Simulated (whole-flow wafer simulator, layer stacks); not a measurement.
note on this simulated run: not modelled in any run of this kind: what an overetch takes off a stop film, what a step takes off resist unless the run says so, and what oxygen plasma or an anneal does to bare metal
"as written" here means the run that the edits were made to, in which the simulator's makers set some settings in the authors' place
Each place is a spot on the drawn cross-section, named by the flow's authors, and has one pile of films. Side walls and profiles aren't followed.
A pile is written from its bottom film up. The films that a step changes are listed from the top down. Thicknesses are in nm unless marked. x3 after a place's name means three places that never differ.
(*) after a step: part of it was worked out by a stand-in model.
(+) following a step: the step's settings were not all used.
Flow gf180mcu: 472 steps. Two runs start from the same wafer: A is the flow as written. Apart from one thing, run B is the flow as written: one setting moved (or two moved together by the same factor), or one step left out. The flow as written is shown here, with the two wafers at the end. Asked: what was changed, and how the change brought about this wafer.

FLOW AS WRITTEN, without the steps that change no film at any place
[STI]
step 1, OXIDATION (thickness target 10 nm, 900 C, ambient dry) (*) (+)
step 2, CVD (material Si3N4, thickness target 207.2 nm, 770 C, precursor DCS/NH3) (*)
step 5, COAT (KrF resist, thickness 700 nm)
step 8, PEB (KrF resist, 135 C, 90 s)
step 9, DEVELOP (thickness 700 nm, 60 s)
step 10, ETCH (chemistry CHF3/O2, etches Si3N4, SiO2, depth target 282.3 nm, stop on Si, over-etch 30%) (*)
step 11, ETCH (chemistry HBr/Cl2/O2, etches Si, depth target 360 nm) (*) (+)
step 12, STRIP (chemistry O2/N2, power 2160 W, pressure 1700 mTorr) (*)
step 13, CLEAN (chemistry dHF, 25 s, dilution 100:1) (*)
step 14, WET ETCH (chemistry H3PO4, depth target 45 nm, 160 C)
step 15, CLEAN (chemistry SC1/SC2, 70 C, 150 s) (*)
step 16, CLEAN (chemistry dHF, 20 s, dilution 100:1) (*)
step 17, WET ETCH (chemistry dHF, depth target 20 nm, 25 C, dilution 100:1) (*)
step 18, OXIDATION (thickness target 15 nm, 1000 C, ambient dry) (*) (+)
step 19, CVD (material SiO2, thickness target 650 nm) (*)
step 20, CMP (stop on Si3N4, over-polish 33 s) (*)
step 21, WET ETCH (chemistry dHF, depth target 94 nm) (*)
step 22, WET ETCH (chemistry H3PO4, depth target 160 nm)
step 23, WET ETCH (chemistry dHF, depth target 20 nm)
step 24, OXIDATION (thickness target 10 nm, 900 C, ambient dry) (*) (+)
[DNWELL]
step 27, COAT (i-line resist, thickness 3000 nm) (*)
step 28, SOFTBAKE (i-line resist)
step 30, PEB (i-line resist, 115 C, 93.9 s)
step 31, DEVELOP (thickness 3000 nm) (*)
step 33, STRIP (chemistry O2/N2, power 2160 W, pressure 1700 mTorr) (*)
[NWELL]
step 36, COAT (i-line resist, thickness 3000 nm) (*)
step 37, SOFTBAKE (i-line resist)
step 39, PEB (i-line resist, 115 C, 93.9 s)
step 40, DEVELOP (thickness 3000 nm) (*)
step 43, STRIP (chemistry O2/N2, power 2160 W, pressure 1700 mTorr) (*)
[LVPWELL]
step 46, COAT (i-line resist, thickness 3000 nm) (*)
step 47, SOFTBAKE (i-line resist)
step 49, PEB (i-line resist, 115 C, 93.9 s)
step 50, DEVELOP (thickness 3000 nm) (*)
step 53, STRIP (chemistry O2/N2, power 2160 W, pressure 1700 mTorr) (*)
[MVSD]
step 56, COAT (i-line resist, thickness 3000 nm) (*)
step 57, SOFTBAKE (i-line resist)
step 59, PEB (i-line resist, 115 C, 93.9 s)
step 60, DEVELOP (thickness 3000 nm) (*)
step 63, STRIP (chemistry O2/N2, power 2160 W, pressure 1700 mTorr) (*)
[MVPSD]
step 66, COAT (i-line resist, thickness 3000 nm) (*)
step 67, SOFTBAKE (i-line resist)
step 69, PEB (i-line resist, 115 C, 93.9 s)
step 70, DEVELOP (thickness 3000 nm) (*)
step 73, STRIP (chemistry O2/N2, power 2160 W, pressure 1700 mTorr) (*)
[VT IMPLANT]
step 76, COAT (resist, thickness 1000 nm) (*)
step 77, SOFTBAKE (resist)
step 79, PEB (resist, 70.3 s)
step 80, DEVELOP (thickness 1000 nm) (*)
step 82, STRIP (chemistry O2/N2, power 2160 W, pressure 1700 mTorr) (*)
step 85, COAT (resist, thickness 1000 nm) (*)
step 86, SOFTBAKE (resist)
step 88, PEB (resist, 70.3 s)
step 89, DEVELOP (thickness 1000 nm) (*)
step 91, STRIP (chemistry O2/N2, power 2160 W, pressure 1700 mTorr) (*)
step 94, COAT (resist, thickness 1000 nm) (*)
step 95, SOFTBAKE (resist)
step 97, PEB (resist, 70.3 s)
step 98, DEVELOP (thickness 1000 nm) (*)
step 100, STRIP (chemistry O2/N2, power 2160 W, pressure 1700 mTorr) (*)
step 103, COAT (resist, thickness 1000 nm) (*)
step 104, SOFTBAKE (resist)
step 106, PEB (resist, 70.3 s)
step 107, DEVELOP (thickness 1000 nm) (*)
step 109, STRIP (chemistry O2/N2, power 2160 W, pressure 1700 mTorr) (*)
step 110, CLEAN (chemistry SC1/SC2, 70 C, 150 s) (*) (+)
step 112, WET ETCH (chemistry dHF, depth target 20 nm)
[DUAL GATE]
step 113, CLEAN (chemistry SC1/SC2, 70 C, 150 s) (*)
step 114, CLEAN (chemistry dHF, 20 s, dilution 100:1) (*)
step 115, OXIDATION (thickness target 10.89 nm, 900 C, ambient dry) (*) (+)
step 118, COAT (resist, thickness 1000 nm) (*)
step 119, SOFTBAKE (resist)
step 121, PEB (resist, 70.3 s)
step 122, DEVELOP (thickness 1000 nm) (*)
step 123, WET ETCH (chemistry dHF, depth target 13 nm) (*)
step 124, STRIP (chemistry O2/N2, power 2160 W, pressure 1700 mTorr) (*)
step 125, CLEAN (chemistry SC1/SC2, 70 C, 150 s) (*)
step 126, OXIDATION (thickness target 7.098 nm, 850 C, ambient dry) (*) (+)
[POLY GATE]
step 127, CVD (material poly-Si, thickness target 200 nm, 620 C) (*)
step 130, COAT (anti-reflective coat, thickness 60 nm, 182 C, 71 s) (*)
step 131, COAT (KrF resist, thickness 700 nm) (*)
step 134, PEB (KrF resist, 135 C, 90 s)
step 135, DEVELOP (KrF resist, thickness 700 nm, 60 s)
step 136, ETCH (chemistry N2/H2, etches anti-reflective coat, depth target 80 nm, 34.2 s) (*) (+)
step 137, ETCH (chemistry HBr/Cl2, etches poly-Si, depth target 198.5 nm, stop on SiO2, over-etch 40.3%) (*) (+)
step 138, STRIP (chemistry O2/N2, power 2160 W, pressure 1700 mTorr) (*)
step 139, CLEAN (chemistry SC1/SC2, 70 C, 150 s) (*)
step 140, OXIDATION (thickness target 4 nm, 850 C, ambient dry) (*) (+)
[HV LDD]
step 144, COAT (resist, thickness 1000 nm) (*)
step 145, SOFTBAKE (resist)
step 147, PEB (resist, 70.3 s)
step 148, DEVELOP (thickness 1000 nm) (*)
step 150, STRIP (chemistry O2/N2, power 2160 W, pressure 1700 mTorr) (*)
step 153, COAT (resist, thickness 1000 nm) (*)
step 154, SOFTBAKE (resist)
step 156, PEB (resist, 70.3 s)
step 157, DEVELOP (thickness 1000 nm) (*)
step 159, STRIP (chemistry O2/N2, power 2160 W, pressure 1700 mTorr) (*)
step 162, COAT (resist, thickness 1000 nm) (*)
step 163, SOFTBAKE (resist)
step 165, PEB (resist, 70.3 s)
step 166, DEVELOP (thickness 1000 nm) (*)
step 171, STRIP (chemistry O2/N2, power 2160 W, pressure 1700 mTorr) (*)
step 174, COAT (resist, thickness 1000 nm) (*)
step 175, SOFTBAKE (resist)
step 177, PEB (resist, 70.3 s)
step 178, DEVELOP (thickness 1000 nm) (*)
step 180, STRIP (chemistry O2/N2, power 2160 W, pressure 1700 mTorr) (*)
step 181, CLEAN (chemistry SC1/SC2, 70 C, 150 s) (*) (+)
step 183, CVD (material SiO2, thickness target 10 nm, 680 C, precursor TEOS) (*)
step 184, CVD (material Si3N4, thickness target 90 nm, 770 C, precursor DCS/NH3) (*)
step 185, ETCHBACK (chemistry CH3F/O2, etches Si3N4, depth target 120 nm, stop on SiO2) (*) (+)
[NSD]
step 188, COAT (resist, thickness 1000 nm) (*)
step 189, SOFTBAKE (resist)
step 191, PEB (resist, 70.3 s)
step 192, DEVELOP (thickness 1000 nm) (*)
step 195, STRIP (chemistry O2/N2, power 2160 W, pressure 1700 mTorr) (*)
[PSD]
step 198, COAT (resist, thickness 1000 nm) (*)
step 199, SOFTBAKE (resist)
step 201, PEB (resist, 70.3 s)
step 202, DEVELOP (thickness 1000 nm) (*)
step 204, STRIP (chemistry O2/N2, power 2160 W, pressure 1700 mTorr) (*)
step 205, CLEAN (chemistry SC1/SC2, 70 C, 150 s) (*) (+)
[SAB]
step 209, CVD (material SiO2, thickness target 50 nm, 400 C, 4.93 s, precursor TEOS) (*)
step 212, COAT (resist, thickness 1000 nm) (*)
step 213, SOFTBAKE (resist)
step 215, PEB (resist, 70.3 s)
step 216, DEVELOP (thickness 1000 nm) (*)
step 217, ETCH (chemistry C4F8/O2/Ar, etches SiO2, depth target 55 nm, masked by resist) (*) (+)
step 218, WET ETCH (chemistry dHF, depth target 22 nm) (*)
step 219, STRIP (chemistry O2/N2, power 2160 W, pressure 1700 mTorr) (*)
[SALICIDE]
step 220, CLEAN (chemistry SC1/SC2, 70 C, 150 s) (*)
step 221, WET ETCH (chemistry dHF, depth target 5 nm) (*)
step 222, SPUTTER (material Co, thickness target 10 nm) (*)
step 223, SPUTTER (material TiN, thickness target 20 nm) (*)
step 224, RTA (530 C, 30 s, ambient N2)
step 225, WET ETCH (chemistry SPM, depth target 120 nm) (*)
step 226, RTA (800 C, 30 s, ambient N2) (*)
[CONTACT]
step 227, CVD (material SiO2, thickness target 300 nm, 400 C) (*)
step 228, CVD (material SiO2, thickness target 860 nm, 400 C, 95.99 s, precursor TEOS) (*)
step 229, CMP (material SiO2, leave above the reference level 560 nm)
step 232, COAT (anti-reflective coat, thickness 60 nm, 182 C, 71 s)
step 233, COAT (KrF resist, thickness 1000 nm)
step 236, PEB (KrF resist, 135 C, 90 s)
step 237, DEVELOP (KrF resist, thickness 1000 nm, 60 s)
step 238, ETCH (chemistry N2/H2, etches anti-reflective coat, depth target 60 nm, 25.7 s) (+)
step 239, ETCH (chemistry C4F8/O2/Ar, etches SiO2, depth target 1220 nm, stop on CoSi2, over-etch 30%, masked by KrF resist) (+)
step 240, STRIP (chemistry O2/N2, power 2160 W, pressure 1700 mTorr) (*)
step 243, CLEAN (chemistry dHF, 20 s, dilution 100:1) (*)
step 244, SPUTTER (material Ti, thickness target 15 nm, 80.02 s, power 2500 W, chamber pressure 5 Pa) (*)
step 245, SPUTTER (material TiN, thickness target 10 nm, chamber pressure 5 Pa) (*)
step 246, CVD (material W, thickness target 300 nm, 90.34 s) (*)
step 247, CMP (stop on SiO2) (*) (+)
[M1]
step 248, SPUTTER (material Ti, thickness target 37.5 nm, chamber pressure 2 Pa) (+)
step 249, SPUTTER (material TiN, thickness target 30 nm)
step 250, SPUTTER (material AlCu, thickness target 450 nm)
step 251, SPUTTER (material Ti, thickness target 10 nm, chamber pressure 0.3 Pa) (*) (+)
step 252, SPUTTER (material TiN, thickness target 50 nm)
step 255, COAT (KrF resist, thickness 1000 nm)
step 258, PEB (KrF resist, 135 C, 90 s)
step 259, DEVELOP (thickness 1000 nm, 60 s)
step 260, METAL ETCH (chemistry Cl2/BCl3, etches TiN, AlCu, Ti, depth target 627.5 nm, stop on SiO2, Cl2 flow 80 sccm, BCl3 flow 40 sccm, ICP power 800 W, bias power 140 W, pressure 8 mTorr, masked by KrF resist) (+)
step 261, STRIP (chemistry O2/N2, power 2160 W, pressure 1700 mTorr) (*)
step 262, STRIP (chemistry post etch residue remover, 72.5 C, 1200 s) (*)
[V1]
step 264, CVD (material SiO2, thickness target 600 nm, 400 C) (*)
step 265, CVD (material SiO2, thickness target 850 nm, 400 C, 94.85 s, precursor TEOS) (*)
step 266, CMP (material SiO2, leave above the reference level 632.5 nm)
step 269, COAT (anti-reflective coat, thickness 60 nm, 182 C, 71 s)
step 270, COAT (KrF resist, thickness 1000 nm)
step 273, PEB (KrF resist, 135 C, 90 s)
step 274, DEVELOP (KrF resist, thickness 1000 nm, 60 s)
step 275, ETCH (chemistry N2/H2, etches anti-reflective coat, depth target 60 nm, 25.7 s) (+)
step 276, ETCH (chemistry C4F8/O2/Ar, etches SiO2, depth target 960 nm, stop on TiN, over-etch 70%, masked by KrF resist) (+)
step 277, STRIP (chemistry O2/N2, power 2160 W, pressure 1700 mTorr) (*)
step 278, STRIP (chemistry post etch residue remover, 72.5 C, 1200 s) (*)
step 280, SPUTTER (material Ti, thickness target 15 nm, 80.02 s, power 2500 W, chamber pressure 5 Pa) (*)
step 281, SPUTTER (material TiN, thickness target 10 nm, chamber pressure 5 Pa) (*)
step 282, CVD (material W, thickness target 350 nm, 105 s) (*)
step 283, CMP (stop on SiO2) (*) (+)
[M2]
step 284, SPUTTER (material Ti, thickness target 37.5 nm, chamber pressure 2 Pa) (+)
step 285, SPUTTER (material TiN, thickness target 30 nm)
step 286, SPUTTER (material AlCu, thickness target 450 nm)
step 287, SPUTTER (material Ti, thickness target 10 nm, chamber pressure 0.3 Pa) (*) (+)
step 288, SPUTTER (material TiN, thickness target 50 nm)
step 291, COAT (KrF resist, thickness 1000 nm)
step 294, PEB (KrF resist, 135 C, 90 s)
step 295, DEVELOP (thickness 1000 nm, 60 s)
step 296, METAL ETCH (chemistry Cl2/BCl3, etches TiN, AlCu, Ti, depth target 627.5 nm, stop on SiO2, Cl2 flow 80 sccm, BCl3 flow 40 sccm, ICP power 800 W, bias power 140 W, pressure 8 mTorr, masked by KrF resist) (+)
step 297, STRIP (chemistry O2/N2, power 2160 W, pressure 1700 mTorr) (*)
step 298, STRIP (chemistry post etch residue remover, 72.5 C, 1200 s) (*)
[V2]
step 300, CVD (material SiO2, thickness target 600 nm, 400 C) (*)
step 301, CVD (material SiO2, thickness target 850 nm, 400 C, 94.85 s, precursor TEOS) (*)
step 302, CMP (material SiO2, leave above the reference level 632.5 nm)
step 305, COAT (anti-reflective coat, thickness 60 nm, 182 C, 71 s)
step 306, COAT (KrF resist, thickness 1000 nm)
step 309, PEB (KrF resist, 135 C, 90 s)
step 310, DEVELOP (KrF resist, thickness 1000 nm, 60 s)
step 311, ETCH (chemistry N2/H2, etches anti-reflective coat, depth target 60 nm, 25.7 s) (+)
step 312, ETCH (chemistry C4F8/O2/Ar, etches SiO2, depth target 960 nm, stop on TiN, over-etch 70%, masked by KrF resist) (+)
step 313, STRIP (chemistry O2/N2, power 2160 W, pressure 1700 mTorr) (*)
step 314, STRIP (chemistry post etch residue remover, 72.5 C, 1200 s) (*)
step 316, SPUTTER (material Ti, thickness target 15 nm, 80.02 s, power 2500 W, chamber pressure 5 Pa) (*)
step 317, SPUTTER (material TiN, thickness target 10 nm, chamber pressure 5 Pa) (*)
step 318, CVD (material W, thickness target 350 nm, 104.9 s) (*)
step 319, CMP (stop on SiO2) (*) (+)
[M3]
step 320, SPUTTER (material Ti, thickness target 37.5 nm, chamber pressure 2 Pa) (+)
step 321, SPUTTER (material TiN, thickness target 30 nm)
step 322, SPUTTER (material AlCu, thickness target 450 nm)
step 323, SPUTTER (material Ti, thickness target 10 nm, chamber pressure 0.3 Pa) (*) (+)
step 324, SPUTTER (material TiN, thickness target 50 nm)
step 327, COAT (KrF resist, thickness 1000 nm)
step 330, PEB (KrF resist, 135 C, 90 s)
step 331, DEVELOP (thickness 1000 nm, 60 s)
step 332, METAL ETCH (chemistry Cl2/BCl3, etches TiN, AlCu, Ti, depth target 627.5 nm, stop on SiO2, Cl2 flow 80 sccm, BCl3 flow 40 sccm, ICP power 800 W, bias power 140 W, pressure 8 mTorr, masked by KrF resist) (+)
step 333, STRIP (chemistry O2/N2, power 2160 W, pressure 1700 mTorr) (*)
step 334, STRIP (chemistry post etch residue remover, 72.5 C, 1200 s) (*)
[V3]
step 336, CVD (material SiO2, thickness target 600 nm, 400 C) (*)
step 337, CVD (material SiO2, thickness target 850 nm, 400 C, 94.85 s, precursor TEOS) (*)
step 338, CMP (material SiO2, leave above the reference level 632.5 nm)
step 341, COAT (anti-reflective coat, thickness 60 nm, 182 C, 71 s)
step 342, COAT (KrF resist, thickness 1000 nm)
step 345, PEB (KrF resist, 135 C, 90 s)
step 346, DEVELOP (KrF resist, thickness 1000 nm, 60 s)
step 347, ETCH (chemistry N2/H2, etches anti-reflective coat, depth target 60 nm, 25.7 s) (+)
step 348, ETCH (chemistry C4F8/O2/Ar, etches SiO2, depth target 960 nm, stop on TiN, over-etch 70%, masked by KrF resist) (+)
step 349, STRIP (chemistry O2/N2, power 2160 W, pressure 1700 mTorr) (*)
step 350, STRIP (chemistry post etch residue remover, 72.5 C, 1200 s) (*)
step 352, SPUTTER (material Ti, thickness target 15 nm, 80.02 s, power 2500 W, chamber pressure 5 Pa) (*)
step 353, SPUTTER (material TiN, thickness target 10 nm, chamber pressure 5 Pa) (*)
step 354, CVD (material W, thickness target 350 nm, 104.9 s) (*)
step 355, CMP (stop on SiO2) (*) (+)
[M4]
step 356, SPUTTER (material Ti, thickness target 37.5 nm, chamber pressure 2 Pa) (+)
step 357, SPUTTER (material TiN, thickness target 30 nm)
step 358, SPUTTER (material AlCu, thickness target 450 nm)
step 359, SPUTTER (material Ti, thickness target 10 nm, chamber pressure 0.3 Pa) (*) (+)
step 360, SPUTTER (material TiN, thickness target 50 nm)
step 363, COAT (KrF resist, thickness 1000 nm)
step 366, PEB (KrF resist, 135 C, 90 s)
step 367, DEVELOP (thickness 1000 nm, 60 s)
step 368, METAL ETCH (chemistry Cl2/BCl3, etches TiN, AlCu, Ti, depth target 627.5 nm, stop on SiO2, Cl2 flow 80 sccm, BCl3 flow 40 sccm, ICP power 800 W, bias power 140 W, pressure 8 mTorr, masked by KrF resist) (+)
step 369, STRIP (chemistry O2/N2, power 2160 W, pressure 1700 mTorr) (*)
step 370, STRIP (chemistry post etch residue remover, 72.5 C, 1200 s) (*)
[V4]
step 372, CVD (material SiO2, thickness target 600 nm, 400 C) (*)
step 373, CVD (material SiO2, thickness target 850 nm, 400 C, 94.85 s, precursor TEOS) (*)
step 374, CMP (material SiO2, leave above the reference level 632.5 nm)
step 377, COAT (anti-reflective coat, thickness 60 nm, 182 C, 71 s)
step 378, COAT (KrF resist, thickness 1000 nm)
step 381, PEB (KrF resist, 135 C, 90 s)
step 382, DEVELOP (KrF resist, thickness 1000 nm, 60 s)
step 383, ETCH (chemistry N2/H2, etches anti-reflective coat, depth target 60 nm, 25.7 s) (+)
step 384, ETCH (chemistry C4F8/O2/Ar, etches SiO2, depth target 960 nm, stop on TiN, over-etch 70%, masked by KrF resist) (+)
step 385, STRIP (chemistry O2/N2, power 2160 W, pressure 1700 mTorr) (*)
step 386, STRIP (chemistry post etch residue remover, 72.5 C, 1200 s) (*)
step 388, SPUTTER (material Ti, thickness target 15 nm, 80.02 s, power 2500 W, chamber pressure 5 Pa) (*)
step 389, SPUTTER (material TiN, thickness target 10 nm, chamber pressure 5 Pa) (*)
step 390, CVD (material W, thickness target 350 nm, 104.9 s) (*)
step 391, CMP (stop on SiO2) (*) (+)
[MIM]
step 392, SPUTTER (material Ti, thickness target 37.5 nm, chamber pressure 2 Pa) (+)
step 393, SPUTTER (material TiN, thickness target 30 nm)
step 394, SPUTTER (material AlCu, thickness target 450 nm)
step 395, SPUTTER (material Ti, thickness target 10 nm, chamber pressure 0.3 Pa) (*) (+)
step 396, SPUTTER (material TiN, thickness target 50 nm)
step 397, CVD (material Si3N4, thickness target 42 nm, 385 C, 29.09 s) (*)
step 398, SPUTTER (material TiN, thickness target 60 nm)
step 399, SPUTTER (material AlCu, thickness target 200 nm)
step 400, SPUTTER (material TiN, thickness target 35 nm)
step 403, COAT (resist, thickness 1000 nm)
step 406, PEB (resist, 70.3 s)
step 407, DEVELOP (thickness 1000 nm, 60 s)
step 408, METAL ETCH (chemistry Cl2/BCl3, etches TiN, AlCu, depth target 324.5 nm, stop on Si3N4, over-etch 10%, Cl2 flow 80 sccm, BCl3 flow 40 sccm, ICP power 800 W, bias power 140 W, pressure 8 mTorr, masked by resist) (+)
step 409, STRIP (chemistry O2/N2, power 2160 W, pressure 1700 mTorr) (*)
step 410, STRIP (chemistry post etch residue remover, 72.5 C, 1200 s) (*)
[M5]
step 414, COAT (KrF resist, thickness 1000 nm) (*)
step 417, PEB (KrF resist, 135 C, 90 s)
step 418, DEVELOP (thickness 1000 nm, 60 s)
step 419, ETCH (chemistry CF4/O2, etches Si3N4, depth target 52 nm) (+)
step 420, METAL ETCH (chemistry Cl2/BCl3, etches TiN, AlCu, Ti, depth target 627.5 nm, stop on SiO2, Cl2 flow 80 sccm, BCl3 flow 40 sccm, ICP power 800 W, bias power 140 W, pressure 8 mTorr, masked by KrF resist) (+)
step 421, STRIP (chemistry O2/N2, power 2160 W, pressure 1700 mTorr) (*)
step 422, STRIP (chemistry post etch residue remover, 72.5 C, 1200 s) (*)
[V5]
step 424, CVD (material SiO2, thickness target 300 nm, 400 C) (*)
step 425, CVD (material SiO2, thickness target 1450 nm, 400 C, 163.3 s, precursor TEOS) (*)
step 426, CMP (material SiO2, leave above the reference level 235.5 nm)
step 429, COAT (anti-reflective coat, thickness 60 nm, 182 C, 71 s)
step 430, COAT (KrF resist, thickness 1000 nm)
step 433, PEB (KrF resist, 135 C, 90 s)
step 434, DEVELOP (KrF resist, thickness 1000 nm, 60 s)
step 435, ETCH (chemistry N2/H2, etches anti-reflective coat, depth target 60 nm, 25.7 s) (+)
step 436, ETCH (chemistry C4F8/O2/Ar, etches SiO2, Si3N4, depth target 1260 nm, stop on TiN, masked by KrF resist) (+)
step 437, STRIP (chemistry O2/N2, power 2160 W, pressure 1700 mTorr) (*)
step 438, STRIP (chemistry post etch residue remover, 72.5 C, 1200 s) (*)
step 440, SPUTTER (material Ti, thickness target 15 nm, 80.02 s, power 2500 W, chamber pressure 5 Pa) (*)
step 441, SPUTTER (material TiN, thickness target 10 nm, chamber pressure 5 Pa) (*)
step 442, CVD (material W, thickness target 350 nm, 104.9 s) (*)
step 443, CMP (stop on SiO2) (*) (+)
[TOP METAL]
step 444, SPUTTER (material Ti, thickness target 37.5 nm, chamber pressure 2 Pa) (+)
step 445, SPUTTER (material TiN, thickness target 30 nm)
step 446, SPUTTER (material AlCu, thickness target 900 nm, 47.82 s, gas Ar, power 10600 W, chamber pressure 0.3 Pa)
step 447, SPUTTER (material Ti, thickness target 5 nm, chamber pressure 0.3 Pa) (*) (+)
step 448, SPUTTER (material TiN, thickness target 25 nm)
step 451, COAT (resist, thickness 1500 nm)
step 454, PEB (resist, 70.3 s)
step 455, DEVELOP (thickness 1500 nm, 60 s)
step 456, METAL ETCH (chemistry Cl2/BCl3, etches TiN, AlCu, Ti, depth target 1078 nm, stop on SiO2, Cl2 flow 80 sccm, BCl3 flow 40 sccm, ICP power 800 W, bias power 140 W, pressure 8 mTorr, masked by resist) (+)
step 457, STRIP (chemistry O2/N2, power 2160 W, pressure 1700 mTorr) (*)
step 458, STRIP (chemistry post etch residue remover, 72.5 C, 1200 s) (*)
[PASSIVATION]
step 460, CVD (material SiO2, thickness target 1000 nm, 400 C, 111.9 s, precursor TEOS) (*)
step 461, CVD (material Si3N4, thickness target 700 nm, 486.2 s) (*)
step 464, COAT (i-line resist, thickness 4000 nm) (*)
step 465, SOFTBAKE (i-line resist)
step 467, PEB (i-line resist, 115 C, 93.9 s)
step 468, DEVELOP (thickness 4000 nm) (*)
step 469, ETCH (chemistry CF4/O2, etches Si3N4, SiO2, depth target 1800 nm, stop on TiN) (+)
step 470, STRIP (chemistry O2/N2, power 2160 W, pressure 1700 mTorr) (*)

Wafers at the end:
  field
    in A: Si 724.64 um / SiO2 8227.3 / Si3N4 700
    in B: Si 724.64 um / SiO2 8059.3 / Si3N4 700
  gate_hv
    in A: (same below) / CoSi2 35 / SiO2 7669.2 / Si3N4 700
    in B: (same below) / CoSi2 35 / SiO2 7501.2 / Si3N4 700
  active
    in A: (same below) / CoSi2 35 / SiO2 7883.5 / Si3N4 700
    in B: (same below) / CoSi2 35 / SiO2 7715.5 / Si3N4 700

The reason: step 229, CMP: leave above the reference level 392 nm was run, whereas the flow has leave above the reference level 560 nm.

The path from the change to this, step by step:
  step 229, CMP (material SiO2, leave above the reference level 560 nm)
      gate_hv, gate_nat, ld_gate_n and 11 more: A SiO2 loses 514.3 | B SiO2 loses 682.3
      ldn_sep__w1, ldn_sep__w2, ldn_dft and 8 more: A SiO2 loses 311 | B SiO2 loses 479
      (also at 86 further places)
  step 239, ETCH (chemistry C4F8/O2/Ar, etches SiO2, depth target 1220 nm, stop on CoSi2, over-etch 30%, masked by KrF resist) (+)
      field, field__w1, field__w2 and 105 more: A KrF resist loses 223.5 | B KrF resist loses 179.8
      polyc_n, polyc_p: A SiO2 loses 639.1 (all of it) | B SiO2 loses 471.1 (all of it)
      (also at 1 further place)
  step 240, STRIP (chemistry O2/N2, power 2160 W, pressure 1700 mTorr) (*)
      field, field__w1, field__w2 and 105 more: A KrF resist loses 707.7 (all of it), anti-reflective coat loses 60 (all of it) | B KrF resist loses 751.4 (all of it), anti-reflective coat loses 60 (all of it)
  step 244, SPUTTER (material Ti, thickness target 15 nm, 80.02 s, power 2500 W, chamber pressure 5 Pa) (*)
      contact: A Ti gains 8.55 (new film) | B Ti gains 9.44 (new film)
  step 245, SPUTTER (material TiN, thickness target 10 nm, chamber pressure 5 Pa) (*)
      contact: A TiN gains 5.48 (new film) | B TiN gains 6.04 (new film)
  step 246, CVD (material W, thickness target 300 nm, 90.34 s) (*)
      polyc_n, polyc_p: A W gains 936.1 (new film) | B W gains 768.1 (new film)
      contact: A W gains 1167.5 (new film) | B W gains 998.1 (new film)
